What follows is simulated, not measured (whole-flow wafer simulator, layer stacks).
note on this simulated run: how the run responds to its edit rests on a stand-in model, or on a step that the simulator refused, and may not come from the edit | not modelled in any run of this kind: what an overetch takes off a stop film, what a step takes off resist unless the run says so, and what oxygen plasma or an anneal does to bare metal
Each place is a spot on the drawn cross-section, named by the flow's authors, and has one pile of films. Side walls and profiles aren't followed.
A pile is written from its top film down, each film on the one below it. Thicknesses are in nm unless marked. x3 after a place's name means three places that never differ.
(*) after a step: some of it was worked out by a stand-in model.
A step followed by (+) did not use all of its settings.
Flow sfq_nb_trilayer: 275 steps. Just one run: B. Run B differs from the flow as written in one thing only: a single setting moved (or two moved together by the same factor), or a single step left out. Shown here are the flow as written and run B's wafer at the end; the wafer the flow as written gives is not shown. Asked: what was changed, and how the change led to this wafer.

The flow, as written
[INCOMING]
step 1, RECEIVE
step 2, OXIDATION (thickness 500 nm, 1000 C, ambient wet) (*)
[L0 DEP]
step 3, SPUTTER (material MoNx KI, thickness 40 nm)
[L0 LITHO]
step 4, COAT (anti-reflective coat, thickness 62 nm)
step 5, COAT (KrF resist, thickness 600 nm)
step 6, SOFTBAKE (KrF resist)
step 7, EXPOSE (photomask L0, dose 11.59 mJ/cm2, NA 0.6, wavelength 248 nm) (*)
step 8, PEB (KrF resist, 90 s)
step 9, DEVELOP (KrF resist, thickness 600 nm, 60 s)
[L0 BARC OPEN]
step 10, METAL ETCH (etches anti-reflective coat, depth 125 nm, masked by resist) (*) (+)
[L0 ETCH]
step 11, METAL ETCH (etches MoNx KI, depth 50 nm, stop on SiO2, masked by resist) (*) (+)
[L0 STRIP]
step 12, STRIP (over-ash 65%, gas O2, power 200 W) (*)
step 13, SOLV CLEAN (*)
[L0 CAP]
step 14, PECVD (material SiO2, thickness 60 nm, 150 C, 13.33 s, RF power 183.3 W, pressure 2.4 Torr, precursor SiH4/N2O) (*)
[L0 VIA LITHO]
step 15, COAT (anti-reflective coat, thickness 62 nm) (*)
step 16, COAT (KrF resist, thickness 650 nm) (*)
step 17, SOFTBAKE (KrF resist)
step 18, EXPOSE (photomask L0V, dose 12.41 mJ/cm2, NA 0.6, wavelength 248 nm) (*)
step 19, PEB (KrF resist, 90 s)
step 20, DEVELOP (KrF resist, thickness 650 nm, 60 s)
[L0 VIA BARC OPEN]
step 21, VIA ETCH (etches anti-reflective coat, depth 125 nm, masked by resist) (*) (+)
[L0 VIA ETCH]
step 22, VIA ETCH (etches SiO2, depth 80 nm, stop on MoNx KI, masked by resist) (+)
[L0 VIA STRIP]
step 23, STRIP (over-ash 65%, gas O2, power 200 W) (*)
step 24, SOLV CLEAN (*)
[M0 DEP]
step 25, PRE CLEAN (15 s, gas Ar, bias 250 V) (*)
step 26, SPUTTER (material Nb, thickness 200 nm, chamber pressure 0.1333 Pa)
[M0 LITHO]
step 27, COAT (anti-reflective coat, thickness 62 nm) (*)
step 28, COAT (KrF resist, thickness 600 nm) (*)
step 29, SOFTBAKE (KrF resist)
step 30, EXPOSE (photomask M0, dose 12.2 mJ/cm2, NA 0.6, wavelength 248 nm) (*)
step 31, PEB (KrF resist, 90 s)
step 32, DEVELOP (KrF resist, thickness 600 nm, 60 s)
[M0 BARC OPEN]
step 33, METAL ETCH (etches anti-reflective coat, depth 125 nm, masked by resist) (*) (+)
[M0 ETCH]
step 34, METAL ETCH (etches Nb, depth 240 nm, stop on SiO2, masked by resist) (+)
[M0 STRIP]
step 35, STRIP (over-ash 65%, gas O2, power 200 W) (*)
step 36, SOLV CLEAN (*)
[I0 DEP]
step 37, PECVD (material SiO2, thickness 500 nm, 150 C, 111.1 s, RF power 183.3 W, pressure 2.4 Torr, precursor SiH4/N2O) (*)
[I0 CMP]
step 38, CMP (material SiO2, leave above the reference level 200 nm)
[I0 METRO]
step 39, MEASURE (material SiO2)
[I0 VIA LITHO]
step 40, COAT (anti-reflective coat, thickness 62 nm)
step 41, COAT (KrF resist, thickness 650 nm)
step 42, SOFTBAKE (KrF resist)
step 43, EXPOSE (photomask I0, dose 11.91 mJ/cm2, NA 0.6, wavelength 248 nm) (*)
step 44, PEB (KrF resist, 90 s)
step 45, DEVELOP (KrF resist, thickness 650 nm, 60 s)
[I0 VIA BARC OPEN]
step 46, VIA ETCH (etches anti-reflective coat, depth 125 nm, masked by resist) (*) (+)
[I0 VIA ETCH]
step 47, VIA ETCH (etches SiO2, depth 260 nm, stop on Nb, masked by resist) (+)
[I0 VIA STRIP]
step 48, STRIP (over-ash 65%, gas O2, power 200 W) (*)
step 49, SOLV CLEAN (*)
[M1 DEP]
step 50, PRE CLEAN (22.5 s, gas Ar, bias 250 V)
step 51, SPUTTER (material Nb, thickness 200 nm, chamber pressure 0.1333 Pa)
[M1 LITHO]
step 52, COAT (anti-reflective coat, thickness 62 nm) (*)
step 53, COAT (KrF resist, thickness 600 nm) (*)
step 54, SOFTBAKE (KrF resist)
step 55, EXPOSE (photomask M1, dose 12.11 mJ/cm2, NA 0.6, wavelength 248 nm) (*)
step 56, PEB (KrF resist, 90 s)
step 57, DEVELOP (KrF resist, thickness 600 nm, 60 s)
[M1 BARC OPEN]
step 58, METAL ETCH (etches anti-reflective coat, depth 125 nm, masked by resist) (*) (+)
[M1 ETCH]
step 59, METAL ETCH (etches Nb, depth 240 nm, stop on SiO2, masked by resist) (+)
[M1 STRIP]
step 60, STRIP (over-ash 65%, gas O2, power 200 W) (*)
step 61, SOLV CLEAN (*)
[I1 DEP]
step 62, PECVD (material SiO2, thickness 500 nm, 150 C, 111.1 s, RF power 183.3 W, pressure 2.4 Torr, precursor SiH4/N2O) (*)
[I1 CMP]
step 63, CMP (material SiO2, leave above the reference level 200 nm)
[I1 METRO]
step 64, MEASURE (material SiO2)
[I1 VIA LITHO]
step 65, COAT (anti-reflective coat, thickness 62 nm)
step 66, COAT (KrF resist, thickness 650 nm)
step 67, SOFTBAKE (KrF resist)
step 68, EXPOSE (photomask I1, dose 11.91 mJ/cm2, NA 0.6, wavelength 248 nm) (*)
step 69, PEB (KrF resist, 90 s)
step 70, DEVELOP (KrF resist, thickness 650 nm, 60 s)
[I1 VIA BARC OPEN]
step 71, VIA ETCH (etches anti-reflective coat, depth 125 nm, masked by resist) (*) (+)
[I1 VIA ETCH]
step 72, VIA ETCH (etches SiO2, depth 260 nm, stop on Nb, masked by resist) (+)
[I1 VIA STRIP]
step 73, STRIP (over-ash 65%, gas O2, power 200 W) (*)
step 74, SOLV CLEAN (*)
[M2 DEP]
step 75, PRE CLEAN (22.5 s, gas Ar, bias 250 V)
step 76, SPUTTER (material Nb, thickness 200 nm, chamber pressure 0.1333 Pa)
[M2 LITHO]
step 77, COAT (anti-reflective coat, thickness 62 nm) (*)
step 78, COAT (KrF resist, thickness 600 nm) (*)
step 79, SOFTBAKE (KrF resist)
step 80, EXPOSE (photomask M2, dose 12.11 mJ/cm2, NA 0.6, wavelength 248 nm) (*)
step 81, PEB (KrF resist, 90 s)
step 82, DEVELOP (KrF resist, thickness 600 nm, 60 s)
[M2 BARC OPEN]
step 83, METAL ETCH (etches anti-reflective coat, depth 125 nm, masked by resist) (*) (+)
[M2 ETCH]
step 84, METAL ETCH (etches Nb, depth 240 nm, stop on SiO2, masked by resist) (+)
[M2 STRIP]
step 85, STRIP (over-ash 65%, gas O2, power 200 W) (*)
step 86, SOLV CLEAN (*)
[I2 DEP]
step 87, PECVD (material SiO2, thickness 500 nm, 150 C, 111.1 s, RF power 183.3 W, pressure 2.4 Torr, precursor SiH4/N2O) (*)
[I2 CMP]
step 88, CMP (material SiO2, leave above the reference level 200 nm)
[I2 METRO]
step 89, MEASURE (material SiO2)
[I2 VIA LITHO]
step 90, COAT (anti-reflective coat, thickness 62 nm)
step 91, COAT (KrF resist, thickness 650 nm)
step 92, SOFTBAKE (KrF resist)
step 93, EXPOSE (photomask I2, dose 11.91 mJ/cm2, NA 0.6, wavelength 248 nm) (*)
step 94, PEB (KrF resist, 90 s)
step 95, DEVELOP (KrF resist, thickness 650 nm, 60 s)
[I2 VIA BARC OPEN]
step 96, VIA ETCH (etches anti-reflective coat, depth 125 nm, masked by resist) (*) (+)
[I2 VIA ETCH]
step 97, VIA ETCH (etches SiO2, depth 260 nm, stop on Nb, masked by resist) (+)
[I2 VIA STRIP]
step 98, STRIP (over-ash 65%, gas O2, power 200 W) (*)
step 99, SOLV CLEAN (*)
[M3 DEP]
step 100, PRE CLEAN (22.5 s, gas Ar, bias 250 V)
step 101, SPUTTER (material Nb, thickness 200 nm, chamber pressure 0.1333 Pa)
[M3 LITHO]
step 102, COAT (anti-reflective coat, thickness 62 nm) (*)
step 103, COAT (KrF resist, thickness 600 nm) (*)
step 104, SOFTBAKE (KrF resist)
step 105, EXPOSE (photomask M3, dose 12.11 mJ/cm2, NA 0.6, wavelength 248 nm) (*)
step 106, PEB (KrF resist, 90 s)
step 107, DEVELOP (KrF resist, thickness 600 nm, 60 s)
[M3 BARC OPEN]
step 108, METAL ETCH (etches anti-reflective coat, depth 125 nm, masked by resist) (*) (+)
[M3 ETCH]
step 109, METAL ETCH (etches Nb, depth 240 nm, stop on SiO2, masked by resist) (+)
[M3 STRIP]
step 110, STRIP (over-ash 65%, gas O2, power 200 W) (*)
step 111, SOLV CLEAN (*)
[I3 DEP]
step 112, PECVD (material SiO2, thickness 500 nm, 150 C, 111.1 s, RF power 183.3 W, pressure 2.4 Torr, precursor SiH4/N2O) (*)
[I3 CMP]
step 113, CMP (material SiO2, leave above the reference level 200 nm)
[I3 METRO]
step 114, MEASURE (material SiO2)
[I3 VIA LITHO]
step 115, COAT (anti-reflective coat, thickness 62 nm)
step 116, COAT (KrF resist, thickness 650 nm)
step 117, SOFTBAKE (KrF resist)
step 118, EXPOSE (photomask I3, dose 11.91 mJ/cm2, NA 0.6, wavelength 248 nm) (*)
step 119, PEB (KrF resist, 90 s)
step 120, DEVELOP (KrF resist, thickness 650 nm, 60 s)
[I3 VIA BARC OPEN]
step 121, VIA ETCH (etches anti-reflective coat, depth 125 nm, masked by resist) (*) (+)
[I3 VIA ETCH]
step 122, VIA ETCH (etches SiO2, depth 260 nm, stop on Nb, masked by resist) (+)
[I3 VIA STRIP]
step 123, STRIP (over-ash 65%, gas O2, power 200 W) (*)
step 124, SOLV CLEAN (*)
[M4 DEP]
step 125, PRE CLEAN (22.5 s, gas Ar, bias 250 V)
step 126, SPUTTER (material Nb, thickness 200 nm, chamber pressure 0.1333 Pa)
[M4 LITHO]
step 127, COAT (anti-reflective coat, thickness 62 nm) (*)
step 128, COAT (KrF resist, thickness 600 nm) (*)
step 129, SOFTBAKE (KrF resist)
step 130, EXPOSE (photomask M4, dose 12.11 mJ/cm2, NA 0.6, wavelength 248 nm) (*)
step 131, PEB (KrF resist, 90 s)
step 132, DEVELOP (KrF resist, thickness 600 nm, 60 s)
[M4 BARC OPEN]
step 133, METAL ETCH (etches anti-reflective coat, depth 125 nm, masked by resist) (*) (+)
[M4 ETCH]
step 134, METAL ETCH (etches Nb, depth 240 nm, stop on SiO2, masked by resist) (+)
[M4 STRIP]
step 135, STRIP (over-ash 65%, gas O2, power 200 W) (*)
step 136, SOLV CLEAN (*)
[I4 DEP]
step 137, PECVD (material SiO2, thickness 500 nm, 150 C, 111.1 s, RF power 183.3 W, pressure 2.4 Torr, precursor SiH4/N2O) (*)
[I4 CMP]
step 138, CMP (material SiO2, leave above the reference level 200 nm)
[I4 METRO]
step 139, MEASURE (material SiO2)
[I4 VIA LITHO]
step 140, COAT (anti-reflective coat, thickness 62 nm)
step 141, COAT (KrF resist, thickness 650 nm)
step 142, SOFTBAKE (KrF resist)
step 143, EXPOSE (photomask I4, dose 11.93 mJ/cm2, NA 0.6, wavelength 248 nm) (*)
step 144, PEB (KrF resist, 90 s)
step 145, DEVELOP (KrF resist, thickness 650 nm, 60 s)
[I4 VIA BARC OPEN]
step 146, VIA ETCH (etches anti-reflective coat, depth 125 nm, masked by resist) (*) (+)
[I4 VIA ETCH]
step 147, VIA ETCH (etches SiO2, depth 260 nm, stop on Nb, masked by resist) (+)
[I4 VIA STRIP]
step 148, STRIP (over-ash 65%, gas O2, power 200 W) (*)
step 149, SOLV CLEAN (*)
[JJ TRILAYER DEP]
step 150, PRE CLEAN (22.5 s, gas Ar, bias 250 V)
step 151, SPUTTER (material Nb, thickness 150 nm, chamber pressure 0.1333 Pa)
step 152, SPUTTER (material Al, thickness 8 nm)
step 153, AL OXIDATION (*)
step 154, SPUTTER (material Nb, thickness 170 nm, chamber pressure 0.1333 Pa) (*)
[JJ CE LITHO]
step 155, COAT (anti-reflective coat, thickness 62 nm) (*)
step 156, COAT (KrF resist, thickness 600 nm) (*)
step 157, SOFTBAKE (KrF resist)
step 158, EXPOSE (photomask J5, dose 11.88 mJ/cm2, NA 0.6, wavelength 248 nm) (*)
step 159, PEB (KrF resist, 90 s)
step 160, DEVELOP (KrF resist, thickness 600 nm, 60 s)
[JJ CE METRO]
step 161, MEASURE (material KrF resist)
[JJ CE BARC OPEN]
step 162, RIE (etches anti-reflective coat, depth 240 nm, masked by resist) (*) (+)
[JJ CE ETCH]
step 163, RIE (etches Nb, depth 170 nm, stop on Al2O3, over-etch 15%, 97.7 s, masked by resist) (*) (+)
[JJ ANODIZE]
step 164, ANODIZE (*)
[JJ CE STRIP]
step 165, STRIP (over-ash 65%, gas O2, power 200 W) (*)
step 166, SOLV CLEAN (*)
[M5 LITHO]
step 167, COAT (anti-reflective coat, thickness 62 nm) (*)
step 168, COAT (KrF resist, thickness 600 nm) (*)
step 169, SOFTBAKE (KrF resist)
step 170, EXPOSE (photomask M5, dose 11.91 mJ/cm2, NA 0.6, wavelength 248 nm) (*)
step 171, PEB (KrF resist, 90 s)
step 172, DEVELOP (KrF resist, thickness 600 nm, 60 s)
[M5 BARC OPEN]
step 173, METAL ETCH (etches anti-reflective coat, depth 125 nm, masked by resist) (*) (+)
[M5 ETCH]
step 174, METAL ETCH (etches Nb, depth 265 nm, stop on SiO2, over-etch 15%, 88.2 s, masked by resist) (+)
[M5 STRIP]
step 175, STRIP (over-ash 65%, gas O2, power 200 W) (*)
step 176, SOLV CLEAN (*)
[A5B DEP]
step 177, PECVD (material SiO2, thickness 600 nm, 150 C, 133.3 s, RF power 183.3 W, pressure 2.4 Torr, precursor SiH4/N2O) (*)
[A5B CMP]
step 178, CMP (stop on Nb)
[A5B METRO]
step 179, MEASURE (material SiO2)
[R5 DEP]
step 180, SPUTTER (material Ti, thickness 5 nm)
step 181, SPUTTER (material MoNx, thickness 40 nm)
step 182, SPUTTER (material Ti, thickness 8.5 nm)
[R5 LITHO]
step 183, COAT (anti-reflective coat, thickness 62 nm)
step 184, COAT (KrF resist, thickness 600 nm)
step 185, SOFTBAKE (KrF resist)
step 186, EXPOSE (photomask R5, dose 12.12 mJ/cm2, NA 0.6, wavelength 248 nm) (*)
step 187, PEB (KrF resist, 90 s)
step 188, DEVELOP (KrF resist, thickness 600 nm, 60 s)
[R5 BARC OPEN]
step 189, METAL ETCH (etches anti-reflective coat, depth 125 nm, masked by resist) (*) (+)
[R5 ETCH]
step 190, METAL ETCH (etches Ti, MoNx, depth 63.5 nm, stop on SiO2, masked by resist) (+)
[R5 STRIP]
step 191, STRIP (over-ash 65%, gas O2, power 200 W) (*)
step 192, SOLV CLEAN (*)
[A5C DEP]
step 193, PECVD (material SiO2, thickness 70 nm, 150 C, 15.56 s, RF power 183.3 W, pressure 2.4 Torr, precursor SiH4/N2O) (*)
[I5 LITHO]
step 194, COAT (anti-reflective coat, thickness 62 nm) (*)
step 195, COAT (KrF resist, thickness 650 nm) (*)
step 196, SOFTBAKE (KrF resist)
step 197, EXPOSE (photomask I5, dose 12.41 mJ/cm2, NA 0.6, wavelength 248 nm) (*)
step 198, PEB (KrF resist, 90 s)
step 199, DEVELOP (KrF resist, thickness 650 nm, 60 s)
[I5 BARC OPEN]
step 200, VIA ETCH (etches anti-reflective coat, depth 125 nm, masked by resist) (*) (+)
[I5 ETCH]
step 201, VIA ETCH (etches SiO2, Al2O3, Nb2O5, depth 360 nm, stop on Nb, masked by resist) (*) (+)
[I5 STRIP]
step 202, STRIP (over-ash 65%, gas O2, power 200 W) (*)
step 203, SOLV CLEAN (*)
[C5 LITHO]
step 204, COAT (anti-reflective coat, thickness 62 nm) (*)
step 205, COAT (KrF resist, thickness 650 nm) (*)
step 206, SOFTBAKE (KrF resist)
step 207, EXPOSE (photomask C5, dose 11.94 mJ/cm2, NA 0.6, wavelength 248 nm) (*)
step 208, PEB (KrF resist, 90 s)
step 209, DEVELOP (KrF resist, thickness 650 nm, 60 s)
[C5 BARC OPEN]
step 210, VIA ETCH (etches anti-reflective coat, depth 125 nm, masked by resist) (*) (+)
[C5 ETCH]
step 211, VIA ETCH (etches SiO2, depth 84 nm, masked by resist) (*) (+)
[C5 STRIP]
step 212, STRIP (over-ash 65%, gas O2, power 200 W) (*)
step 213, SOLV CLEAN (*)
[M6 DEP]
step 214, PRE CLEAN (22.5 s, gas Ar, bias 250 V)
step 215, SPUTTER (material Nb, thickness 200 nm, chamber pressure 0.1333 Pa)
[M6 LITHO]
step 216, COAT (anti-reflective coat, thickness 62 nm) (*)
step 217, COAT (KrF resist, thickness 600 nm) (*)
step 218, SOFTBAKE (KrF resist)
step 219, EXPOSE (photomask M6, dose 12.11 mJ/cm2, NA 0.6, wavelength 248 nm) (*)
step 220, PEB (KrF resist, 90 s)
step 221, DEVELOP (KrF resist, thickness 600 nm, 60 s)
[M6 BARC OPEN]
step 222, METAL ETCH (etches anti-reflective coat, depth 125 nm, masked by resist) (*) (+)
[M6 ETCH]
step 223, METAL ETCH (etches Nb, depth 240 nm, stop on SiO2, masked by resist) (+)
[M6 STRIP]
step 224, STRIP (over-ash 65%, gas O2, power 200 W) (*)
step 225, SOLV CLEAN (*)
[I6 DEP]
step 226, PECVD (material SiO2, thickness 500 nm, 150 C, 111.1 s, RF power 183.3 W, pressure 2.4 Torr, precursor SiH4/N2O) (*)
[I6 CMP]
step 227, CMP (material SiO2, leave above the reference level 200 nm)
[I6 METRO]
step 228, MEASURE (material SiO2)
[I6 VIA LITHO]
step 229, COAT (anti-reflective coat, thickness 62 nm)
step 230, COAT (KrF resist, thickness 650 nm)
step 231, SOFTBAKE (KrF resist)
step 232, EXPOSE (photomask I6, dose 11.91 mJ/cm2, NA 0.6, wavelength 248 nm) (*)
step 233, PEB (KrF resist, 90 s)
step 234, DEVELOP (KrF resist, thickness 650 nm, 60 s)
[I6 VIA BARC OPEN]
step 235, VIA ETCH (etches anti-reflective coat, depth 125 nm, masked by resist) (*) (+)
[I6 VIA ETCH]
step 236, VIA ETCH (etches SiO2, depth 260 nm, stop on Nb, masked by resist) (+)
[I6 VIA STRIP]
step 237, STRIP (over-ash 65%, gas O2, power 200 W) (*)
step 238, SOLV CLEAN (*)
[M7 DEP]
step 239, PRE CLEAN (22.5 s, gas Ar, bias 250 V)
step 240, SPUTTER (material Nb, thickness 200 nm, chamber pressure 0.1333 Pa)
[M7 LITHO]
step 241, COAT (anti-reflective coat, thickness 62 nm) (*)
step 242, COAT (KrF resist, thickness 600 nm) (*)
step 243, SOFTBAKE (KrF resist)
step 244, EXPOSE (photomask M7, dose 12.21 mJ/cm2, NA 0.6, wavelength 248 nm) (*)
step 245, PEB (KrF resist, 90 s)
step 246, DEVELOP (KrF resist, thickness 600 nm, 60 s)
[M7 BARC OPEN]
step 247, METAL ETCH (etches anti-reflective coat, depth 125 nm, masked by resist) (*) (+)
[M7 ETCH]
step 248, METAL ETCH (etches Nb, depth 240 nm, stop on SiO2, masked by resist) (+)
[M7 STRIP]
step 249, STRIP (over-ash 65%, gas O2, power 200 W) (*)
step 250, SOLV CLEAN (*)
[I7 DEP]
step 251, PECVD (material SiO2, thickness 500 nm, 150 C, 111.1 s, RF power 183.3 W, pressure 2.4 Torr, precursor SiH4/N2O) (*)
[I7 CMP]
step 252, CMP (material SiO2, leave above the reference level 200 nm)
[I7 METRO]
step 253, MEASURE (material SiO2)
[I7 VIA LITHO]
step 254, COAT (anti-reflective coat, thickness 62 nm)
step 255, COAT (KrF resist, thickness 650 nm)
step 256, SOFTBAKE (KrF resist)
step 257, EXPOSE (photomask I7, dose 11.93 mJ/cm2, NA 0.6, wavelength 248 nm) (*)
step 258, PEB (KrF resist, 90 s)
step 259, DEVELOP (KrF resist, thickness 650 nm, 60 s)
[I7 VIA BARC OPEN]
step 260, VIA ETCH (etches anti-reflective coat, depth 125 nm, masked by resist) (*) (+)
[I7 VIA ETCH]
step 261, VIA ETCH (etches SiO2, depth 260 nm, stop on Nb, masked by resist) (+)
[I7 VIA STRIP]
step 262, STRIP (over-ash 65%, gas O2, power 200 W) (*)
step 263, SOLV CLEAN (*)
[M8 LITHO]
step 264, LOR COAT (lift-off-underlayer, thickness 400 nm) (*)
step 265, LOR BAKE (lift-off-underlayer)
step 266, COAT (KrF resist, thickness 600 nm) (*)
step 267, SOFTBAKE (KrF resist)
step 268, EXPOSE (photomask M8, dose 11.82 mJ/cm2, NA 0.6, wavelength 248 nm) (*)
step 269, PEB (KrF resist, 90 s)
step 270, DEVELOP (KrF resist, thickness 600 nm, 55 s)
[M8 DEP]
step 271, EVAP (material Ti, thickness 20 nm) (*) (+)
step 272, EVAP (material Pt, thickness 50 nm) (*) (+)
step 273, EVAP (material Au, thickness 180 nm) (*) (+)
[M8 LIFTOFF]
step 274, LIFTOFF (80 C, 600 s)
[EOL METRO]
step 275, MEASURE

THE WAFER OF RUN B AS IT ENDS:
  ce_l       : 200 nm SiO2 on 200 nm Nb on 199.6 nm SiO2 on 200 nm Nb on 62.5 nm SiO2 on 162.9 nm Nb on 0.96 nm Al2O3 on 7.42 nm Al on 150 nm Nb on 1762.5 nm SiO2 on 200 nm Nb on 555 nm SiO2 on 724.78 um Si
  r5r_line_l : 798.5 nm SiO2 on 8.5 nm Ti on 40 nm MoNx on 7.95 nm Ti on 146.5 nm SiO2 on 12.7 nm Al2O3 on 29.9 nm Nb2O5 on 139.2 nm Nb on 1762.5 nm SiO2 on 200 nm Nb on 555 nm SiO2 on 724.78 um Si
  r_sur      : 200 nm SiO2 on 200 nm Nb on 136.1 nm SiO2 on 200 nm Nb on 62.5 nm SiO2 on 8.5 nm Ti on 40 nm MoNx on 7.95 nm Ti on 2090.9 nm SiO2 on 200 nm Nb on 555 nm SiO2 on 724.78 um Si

Cause: step 180, SPUTTER: thickness 7.95 nm was run, though the flow has thickness 5 nm.
The wafer itself shows it: r5r_line_l has Ti 7.95, and step 180 as written asks for 5 nm.

How this came from the change, step by step:
  step 180, SPUTTER (material Ti, thickness 5 nm)
      field_l, v_sur, via_wl and 103 more: +7.95 Ti (new film) (as written it would have been: +5 Ti (new film))
  step 190, METAL ETCH (etches Ti, MoNx, depth 63.5 nm, stop on SiO2, masked by resist) (+)
      field_l, v_sur, via_wl and 92 more: -8.5 Ti (all of it), -40 MoNx (all of it), -7.95 Ti (all of it) (as written it would have been: -8.5 Ti (all of it), -40 MoNx (all of it), -5 Ti (all of it))
      ce_l, c5j, ce_r, wl_jj: -8.5 Ti (all of it), -40 MoNx (all of it), -7.95 Ti (all of it), -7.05 Nb (as written it would have been: -8.5 Ti (all of it), -40 MoNx (all of it), -5 Ti (all of it), -10 Nb)
  step 194, COAT (anti-reflective coat, thickness 62 nm) (*)
      ce_r: +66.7 anti-reflective coat (new film) (as written it would have been: +68.1 anti-reflective coat (new film))
  step 202, STRIP (over-ash 65%, gas O2, power 200 W) (*)
      ce_r: -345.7 KrF resist (all of it), -66.7 anti-reflective coat (all of it) (as written it would have been: -346.1 KrF resist (all of it), -68.1 anti-reflective coat (all of it))
  step 204, COAT (anti-reflective coat, thickness 62 nm) (*)
      ce_r: +65.7 anti-reflective coat (new film) (as written it would have been: +67.2 anti-reflective coat (new film))
  step 212, STRIP (over-ash 65%, gas O2, power 200 W) (*)
      ce_r: -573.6 KrF resist (all of it), -65.7 anti-reflective coat (all of it) (as written it would have been: -573.7 KrF resist (all of it), -67.2 anti-reflective coat (all of it))
  step 216, COAT (anti-reflective coat, thickness 62 nm) (*)
      sp_r: +67.4 anti-reflective coat (new film) (as written it would have been: +65.9 anti-reflective coat (new film))
  step 224, STRIP (over-ash 65%, gas O2, power 200 W) (*)
      sp_r: -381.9 KrF resist (all of it), -67.4 anti-reflective coat (all of it) (as written it would have been: -382 KrF resist (all of it), -65.9 anti-reflective coat (all of it))
